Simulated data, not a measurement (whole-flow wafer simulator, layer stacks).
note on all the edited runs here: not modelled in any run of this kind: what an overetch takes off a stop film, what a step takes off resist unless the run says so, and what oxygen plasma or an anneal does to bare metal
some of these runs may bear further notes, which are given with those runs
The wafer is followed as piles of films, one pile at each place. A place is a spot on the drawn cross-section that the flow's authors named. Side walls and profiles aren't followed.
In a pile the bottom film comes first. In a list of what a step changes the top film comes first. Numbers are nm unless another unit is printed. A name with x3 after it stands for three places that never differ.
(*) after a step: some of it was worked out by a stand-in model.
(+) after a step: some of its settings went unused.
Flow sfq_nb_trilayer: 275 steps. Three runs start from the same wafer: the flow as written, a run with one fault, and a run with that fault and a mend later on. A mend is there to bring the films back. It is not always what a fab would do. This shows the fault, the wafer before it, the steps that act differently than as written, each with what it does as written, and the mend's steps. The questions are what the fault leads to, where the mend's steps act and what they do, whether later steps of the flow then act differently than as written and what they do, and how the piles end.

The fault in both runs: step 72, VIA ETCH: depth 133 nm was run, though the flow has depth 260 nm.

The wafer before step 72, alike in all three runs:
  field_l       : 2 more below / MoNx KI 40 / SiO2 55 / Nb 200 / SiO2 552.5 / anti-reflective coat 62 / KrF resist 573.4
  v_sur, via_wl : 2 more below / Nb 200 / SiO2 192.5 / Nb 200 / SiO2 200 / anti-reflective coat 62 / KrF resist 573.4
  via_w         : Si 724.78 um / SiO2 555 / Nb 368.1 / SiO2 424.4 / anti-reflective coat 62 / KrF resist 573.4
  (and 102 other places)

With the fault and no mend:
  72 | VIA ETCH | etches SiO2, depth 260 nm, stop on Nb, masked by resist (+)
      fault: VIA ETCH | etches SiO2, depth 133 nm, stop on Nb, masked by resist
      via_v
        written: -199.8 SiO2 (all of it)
        fault: -133 SiO2
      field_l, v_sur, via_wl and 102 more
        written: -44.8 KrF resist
        fault: -22.9 KrF resist
  Later steps of the flow acting differently than as written (not shown: 3 more steps that differ only slightly, by at most 2% or 0.5 nm, whichever is larger):
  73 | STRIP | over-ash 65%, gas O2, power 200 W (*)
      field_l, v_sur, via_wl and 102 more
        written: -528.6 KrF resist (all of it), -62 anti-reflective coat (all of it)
        fault: -550.5 KrF resist (all of it), -62 anti-reflective coat (all of it)
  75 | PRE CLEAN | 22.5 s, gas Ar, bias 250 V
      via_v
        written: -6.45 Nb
        fault: -7.5 SiO2
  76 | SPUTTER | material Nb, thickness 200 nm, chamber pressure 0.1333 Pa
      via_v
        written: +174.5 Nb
        fault: +187.8 Nb (new film)
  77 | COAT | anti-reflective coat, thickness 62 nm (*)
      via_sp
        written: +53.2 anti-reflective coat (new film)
        fault: +54.5 anti-reflective coat (new film)
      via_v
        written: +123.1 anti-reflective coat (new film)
        fault: +108.3 anti-reflective coat (new film)
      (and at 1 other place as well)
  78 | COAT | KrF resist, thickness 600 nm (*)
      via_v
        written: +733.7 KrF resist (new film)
        fault: +680.1 KrF resist (new film)
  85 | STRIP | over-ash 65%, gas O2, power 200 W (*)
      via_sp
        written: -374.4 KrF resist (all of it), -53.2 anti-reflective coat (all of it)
        fault: -378.8 KrF resist (all of it), -54.5 anti-reflective coat (all of it)
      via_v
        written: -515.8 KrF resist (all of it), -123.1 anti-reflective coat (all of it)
        fault: -462.3 KrF resist (all of it), -108.3 anti-reflective coat (all of it)
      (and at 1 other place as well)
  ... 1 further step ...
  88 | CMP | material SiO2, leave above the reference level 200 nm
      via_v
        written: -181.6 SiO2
        fault: -157.1 SiO2
  At via_v, the piles at the end differ from the flow's by more than 2% or 0.5 nm, whichever is larger.
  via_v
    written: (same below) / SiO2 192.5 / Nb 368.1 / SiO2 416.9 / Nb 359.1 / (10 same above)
    fault: (same below) / SiO2 192.5 / Nb 200 / SiO2 59.3 / Nb 187.8 / SiO2 337.9 / Nb 359.1 / (10 same above)

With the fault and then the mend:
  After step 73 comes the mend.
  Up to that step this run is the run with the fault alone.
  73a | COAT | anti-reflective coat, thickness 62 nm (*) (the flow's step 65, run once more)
      p4_fl x3, p4_w1 x9, p4_g1 x2 and 63 more
        +62 anti-reflective coat (new film)
      be_r, r_sur, res, r_end, moat, field_r, lsp_l
        +61.8 anti-reflective coat (new film)
      ln_m5, lsp_m, ln_m6, lsp_r, l0_sur, l0v
        +61.9 anti-reflective coat (new film)
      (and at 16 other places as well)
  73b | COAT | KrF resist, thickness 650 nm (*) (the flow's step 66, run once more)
      p4_fl x3, p4_w1 x9, p4_g1 x2 and 63 more
        +650 KrF resist (new film)
      field_r, lsp_l, ln_m5, lsp_m, ln_m6, lsp_r, l0_sur, l0v
        +649.7 KrF resist (new film)
      res, r_end, moat
        +649.6 KrF resist (new film)
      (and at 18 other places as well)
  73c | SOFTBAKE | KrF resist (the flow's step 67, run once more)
      leaves every film unchanged at each place that is followed
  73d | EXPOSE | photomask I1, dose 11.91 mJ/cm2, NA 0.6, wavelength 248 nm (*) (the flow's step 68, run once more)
      leaves every film unchanged at each place that is followed
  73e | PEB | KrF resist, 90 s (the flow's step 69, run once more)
      ce_l, c5j, ce_r and 91 more
        -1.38 KrF resist
      field_l, v_sur, via_wl and 8 more
        -1.37 KrF resist
      via_v
        -1.56 KrF resist
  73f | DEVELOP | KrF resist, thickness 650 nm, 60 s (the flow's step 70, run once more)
      field_l, v_sur, via_wl and 102 more
        -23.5 KrF resist
      via_v
        -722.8 KrF resist (all of it)
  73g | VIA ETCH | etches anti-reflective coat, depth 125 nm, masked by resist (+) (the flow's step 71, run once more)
      field_l, v_sur, via_wl and 102 more
        -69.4 KrF resist
      via_v
        -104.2 anti-reflective coat (all of it), -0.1 SiO2
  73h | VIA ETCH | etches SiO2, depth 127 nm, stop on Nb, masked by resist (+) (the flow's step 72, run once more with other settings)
      field_l, v_sur, via_wl and 102 more
        -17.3 KrF resist
      via_v
        -66.7 SiO2 (all of it)
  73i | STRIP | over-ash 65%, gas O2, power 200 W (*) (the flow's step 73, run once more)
      p4_fl x3, p4_w1 x9, p4_g1 x2 and 63 more
        -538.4 KrF resist (all of it), -62 anti-reflective coat (all of it)
      ln_m5, lsp_m, ln_m6, lsp_r, l0_sur, l0v
        -538.1 KrF resist (all of it), -61.9 anti-reflective coat (all of it)
      res, r_end, moat
        -538 KrF resist (all of it), -61.8 anti-reflective coat (all of it)
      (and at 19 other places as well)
  Later steps of the flow that are run all act as written at every place that is followed, up to a difference of at most 2% or 0.5 nm, whichever is larger.
  The piles end only slightly different from the flow's at the places that both follow, by no more than 2% or 0.5 nm, whichever is larger.
